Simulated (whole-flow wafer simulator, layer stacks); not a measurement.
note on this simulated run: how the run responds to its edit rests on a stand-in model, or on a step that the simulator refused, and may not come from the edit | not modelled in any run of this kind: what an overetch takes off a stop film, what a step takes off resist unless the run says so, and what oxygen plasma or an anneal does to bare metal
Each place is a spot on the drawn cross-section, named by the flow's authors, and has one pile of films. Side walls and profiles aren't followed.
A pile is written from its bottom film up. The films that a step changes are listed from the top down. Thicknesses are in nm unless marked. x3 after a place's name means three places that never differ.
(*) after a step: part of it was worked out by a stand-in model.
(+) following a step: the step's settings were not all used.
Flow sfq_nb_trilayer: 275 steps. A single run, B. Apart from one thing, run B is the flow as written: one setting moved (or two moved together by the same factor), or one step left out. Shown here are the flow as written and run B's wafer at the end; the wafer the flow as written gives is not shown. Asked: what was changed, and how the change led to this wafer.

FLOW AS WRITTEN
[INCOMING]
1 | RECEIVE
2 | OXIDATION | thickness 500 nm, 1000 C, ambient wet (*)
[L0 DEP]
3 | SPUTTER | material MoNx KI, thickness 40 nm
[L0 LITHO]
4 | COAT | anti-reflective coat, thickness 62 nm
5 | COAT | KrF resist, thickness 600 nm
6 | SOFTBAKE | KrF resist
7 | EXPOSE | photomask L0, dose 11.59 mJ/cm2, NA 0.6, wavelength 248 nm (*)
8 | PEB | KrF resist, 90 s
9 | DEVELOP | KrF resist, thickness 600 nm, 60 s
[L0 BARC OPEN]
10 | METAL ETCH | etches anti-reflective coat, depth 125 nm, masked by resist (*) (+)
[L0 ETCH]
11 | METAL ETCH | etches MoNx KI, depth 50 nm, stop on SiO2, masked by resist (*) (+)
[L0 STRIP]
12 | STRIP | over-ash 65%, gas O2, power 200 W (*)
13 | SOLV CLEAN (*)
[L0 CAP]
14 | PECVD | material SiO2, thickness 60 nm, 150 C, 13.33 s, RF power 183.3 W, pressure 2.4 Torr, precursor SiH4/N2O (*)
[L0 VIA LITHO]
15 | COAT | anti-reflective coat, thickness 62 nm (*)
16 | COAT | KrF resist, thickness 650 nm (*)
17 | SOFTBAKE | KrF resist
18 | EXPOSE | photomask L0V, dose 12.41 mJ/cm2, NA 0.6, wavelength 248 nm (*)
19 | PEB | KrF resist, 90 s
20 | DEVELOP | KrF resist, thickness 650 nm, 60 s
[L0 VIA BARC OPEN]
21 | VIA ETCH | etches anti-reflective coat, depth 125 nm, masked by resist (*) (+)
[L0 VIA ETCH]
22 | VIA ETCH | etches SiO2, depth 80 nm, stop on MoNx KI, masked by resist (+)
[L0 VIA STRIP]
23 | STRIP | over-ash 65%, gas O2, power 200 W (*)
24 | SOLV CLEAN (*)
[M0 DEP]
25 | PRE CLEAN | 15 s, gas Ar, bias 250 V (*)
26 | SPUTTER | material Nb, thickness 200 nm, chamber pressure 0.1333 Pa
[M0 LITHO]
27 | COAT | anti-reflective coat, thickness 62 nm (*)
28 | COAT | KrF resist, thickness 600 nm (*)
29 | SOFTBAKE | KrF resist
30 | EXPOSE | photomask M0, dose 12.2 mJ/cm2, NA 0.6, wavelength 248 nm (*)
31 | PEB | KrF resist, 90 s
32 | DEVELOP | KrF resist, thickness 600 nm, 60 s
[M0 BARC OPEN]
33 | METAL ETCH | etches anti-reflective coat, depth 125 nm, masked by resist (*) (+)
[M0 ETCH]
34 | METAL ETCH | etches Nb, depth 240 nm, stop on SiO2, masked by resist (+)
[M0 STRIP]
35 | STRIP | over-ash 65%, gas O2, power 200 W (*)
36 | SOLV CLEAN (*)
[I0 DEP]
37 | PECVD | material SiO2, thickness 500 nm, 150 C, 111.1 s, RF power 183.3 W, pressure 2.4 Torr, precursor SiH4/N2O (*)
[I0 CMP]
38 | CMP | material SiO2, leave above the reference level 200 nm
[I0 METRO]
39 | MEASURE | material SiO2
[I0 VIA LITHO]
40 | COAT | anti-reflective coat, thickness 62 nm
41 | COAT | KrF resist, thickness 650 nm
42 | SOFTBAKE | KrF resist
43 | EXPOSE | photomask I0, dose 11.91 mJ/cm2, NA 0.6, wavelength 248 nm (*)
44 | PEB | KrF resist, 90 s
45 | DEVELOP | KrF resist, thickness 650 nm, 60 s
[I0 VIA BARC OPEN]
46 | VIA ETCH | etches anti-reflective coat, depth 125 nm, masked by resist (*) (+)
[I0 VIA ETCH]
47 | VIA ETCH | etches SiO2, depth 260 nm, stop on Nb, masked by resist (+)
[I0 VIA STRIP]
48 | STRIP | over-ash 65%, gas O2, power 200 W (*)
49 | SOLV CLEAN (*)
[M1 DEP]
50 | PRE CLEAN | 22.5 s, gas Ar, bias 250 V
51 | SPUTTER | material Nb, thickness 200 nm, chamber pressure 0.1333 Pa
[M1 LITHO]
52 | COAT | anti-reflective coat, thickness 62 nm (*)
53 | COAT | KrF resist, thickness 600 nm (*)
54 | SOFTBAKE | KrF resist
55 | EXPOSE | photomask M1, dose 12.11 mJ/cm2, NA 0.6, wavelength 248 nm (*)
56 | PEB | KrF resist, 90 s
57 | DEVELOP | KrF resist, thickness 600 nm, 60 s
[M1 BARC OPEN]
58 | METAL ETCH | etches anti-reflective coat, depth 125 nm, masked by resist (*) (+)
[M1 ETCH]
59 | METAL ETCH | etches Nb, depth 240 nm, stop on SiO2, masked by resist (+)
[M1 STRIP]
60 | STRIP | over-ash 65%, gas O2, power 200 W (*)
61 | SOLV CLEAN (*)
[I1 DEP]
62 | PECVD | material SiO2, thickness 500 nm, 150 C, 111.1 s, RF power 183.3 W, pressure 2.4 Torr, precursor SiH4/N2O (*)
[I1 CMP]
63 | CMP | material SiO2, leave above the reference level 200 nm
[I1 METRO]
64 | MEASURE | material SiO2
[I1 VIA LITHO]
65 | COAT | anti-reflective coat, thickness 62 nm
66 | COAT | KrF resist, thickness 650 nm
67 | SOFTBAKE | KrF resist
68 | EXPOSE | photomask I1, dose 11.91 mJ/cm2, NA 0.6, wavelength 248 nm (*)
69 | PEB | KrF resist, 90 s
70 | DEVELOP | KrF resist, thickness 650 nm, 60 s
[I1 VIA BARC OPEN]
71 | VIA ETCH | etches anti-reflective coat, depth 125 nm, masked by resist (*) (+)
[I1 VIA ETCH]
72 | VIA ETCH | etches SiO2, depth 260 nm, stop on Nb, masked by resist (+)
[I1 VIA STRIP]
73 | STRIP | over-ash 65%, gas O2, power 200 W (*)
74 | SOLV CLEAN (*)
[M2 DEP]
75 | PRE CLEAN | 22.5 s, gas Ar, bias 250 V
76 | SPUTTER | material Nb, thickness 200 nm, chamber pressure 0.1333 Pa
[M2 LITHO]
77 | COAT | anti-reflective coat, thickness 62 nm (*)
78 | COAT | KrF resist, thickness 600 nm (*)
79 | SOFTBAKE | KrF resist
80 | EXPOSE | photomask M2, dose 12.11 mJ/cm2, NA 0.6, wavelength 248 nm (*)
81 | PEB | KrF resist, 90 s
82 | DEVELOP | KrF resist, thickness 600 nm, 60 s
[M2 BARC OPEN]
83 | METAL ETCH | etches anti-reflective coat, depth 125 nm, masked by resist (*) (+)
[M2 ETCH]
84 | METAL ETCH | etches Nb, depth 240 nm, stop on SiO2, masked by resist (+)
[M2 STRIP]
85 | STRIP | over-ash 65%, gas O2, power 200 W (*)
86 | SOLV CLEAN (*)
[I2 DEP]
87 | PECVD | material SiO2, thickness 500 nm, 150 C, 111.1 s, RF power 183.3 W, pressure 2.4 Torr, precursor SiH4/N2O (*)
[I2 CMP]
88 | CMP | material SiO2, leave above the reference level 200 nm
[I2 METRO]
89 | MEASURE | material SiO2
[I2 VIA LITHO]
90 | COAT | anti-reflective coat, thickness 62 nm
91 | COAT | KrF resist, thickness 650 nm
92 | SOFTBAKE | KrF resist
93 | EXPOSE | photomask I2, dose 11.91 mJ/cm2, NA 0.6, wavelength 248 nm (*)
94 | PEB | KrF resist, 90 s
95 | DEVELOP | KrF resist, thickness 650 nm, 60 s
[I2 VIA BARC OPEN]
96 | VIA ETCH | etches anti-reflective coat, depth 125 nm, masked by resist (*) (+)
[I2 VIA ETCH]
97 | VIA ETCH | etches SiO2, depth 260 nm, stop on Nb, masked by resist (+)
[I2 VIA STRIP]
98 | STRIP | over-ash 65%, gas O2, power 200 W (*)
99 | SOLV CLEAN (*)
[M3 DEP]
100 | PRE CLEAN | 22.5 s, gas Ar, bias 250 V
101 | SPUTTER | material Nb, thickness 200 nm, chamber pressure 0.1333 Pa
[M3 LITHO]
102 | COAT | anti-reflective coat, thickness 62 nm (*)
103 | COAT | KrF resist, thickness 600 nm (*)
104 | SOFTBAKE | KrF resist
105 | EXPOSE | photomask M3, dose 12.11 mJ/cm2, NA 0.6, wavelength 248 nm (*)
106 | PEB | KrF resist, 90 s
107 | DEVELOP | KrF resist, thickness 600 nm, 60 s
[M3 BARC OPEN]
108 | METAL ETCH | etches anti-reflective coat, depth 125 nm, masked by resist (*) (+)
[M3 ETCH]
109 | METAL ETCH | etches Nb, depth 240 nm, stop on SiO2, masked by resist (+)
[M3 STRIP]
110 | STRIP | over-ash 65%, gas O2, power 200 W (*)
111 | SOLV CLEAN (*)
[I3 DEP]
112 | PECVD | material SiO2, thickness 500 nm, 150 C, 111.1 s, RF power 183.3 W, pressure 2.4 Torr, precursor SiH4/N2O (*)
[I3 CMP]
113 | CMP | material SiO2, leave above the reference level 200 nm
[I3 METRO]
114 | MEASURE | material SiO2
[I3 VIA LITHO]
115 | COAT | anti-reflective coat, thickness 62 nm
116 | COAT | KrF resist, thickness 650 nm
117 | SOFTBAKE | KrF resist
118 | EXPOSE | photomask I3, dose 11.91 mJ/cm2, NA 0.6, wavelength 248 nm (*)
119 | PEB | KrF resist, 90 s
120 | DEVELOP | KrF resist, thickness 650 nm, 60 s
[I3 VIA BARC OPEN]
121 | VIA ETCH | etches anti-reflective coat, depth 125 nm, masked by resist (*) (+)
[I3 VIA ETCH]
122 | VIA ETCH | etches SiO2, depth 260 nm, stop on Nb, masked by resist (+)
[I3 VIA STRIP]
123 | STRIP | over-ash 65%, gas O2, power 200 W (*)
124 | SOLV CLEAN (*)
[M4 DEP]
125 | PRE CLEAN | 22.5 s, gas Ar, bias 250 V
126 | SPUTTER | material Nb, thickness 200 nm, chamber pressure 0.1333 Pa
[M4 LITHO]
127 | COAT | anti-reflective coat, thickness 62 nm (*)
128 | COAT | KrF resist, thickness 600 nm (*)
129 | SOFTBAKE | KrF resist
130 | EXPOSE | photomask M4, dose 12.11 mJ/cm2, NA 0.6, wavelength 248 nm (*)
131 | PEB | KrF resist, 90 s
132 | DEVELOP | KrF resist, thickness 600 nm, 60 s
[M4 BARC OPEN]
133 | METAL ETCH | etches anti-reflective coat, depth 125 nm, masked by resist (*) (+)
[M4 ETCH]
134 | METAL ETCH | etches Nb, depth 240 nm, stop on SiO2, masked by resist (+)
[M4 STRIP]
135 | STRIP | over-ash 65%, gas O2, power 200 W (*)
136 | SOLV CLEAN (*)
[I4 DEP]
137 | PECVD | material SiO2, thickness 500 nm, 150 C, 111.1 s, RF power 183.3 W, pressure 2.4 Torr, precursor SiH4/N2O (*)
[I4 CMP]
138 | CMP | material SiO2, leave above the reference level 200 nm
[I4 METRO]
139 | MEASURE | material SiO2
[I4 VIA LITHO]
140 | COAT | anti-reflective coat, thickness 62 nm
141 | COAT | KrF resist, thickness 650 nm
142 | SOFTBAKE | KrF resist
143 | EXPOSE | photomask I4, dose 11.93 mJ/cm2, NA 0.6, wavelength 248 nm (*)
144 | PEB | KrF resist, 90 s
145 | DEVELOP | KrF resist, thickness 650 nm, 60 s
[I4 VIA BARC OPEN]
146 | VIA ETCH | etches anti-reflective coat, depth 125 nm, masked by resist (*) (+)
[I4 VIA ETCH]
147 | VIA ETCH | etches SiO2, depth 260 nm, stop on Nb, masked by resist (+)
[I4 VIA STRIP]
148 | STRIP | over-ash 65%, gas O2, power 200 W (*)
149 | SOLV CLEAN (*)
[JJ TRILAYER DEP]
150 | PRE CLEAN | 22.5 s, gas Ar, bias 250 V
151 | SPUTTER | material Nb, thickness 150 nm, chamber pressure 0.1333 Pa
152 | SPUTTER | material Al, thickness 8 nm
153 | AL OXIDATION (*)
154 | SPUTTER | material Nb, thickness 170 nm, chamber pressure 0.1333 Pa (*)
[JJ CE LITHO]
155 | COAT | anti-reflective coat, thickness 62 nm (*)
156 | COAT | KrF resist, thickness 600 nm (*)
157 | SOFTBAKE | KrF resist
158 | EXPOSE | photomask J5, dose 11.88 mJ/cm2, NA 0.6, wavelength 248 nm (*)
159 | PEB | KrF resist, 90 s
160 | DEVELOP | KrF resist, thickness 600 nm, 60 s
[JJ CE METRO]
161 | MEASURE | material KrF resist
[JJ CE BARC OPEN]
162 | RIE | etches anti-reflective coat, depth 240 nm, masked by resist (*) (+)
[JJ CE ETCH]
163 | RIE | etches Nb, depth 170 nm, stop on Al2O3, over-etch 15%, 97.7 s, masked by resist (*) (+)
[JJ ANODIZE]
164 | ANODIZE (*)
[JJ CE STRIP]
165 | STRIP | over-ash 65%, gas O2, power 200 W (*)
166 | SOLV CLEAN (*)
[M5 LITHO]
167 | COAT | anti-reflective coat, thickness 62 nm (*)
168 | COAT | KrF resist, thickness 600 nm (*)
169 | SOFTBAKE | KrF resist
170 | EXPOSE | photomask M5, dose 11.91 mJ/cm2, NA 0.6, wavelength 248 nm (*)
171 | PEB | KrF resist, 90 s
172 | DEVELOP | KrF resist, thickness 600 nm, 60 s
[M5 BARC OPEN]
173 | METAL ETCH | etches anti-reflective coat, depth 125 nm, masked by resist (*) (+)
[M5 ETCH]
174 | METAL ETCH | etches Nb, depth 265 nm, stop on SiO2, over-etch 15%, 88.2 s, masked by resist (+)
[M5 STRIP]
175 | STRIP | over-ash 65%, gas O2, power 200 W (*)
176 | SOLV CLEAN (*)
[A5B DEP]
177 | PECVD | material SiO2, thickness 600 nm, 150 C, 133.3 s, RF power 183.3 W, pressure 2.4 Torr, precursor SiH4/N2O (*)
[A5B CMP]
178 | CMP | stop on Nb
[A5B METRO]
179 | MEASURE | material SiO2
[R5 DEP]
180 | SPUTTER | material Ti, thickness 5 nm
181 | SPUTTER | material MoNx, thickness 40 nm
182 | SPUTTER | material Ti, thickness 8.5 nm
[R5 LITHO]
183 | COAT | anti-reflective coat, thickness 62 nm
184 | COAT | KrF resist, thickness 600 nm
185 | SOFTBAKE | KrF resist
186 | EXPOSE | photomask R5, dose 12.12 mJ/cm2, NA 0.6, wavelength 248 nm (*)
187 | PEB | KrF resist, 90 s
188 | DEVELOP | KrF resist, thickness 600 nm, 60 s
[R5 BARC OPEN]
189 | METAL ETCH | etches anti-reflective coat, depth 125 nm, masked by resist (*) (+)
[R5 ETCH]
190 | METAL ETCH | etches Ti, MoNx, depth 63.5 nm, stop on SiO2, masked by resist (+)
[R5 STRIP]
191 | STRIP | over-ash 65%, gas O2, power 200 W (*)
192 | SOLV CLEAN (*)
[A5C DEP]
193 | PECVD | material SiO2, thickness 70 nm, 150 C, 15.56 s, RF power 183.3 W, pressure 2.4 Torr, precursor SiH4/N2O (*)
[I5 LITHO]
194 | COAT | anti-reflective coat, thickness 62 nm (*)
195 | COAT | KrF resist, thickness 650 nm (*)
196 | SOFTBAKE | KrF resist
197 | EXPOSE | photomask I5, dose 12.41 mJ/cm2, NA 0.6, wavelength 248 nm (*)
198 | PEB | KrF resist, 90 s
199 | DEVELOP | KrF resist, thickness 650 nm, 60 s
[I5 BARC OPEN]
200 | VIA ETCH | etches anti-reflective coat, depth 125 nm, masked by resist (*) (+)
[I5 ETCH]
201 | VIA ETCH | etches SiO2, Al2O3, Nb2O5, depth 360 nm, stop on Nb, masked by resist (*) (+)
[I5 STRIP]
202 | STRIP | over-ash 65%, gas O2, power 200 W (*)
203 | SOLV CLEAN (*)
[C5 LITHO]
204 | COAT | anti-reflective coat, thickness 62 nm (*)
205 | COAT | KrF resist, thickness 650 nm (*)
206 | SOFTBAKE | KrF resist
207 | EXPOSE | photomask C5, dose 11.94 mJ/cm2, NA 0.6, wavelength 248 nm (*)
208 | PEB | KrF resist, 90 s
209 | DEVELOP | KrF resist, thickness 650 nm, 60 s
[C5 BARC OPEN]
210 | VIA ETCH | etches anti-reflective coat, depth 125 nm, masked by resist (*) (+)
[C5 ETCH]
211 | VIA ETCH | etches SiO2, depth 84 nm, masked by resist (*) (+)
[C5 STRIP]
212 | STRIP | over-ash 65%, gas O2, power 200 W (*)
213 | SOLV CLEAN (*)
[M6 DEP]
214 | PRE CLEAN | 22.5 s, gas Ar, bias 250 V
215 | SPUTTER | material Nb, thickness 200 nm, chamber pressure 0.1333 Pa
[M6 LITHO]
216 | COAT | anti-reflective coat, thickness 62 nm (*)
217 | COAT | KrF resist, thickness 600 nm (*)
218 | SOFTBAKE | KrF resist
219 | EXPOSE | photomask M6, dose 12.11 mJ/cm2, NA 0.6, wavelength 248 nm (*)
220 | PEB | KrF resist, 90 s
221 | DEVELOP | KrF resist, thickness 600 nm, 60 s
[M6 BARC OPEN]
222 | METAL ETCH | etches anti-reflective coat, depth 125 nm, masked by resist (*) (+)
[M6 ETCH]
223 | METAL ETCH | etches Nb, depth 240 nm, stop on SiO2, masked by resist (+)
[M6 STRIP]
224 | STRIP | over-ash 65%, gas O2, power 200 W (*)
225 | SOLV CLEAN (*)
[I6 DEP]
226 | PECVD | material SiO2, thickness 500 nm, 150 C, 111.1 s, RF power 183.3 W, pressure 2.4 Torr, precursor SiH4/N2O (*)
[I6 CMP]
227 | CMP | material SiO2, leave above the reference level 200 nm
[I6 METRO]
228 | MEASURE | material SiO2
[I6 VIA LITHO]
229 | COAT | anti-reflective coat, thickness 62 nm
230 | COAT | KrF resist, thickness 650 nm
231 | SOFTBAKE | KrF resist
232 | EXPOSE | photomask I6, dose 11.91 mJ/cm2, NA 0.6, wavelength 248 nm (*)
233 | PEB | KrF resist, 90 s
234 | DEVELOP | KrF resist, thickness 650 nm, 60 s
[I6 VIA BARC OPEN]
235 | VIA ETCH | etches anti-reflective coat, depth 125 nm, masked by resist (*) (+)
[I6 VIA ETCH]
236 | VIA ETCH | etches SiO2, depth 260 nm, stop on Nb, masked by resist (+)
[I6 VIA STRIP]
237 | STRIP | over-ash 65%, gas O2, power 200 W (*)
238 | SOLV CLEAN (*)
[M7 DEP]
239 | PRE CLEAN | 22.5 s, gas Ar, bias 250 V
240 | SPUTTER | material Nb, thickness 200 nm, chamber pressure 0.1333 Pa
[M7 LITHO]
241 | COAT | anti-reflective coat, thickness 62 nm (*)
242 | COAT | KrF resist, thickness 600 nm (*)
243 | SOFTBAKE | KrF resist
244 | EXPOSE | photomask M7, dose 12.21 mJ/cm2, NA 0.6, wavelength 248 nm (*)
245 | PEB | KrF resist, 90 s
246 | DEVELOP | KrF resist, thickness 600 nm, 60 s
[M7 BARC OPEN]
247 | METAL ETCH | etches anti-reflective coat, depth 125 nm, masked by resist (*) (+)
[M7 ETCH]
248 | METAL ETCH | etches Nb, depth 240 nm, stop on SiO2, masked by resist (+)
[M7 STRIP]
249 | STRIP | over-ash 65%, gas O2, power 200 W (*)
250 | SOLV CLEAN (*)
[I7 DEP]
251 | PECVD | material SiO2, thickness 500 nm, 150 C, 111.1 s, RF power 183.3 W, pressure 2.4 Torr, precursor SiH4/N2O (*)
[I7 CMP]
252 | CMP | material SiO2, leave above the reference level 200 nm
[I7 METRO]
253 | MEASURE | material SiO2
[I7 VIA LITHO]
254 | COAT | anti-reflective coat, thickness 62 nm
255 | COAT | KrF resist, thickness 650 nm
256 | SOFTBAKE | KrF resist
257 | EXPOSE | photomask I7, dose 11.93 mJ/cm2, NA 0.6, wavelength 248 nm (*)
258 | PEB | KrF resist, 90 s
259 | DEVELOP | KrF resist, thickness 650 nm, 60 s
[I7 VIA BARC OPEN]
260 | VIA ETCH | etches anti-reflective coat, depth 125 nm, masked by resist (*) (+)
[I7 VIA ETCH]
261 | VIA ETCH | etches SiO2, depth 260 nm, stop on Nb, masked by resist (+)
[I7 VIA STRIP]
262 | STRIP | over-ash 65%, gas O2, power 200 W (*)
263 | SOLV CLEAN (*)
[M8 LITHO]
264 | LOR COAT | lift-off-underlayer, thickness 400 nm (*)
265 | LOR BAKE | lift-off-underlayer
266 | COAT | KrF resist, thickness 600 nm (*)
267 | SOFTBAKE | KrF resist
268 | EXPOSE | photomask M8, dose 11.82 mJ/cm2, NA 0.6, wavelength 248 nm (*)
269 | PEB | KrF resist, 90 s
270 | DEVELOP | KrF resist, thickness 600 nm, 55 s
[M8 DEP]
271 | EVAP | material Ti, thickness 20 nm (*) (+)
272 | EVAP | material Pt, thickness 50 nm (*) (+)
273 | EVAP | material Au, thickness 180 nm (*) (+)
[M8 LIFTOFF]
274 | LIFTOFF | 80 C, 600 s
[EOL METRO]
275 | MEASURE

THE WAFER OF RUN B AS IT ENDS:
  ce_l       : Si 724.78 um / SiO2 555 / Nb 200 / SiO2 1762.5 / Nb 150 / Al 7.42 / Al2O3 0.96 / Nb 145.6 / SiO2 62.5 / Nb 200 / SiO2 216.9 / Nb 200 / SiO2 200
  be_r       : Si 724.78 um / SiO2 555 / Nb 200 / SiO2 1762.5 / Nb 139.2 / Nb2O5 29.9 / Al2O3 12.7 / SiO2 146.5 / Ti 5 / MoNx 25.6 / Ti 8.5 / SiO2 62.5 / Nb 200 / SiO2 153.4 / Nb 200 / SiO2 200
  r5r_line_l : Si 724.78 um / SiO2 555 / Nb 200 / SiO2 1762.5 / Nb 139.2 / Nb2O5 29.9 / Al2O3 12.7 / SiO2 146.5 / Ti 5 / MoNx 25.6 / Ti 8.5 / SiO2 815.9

What caused this: step 181, SPUTTER: thickness 25.6 nm was run, while the flow as written has thickness 40 nm.
The wafer itself shows it: be_r has MoNx 25.6, and step 181 as written asks for 40 nm.

The path from the change to this, step by step:
  181 | SPUTTER | material MoNx, thickness 40 nm
      field_l, v_sur, via_wl and 103 more: +25.6 MoNx (new film) (it would be, as written: +40 MoNx (new film))
  190 | METAL ETCH | etches Ti, MoNx, depth 63.5 nm, stop on SiO2, masked by resist (+)
      field_l, v_sur, via_wl and 92 more: -8.5 Ti (all of it), -25.6 MoNx (all of it), -5 Ti (all of it) (it would be, as written: -8.5 Ti (all of it), -40 MoNx (all of it), -5 Ti (all of it))
      ce_l, c5j, ce_r, wl_jj: -8.5 Ti (all of it), -25.6 MoNx (all of it), -5 Ti (all of it), -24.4 Nb (it would be, as written: -8.5 Ti (all of it), -40 MoNx (all of it), -5 Ti (all of it), -10 Nb)
  194 | COAT | anti-reflective coat, thickness 62 nm (*)
      wl_j_sl, wl_j_sr: +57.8 anti-reflective coat (new film) (it would be, as written: +60.2 anti-reflective coat (new film))
      r5r_spacepad_l, r5r_spacepad_r: +78.2 anti-reflective coat (new film) (it would be, as written: +84.4 anti-reflective coat (new film))
      (as well as at 14 more places)
  202 | STRIP | over-ash 65%, gas O2, power 200 W (*)
      wl_j_sl, wl_j_sr: -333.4 KrF resist (all of it), -57.8 anti-reflective coat (all of it) (it would be, as written: -333.3 KrF resist (all of it), -60.2 anti-reflective coat (all of it))
      r5r_spacepad_l, r5r_spacepad_r: -335.1 KrF resist (all of it), -78.2 anti-reflective coat (all of it) (it would be, as written: -335.6 KrF resist (all of it), -84.4 anti-reflective coat (all of it))
      (as well as at 14 more places)
  204 | COAT | anti-reflective coat, thickness 62 nm (*)
      wl_j_sl, wl_j_sr: +57.8 anti-reflective coat (new film) (it would be, as written: +60.2 anti-reflective coat (new film))
      r5r_spacepad_l, r5r_spacepad_r: +78.2 anti-reflective coat (new film) (it would be, as written: +84.4 anti-reflective coat (new film))
      (as well as at 13 more places)
  210 | VIA ETCH | etches anti-reflective coat, depth 125 nm, masked by resist (*) (+)
      c5j: -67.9 anti-reflective coat (all of it), -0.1 SiO2 (it would be, as written: -63.9 anti-reflective coat (all of it), -0.11 SiO2)
      res: -58 anti-reflective coat (all of it), -0.14 SiO2 (it would be, as written: -56.8 anti-reflective coat (all of it), -0.14 SiO2)
  212 | STRIP | over-ash 65%, gas O2, power 200 W (*)
      wl_j_sl, wl_j_sr: -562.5 KrF resist (all of it), -57.8 anti-reflective coat (all of it) (it would be, as written: -563.4 KrF resist (all of it), -60.2 anti-reflective coat (all of it))
      r5r_spacepad_l, r5r_spacepad_r: -564.1 KrF resist (all of it), -78.2 anti-reflective coat (all of it) (it would be, as written: -565.8 KrF resist (all of it), -84.4 anti-reflective coat (all of it))
      (as well as at 11 more places)
  216 | COAT | anti-reflective coat, thickness 62 nm (*)
      r5r_line_l, r5r_line_c, r5r_line_r: +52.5 anti-reflective coat (new film) (it would be, as written: +50 anti-reflective coat (new film))
      wl_j_sl, wl_j_sr: +57.9 anti-reflective coat (new film) (it would be, as written: +60.2 anti-reflective coat (new film))
      (as well as at 12 more places)
  222 | METAL ETCH | etches anti-reflective coat, depth 125 nm, masked by resist (*) (+)
      r5r_line_l, r5r_line_c, r5r_line_r: -52.5 anti-reflective coat (all of it) (it would be, as written: -50 anti-reflective coat (all of it))
      r5r_spacepad_l, r5r_spacepad_r: -78.8 anti-reflective coat (all of it) (it would be, as written: -85.7 anti-reflective coat (all of it))
      (as well as at 2 more places)
  224 | STRIP | over-ash 65%, gas O2, power 200 W (*)
      wl_j_sl, wl_j_sr: -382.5 KrF resist (all of it), -57.9 anti-reflective coat (all of it) (it would be, as written: -382.5 KrF resist (all of it), -60.2 anti-reflective coat (all of it))
      jj_sur: -377.7 KrF resist (all of it), -53.5 anti-reflective coat (all of it) (it would be, as written: -378.5 KrF resist (all of it), -56.1 anti-reflective coat (all of it))
      (as well as at 7 more places)
  226 | PECVD | material SiO2, thickness 500 nm, 150 C, 111.1 s, RF power 183.3 W, pressure 2.4 Torr, precursor SiH4/N2O (*)
      r5r_spacepad_l, r5r_spacepad_r: +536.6 SiO2 (it would be, as written: +553.5 SiO2)
  227 | CMP | material SiO2, leave above the reference level 200 nm
      ce_l, ce_r, wl_jj: -275.6 SiO2 (it would be, as written: -290 SiO2)
      be_r, r_sur, r_end: -339.1 SiO2 (it would be, as written: -353.5 SiO2)
      (as well as at 7 more places)
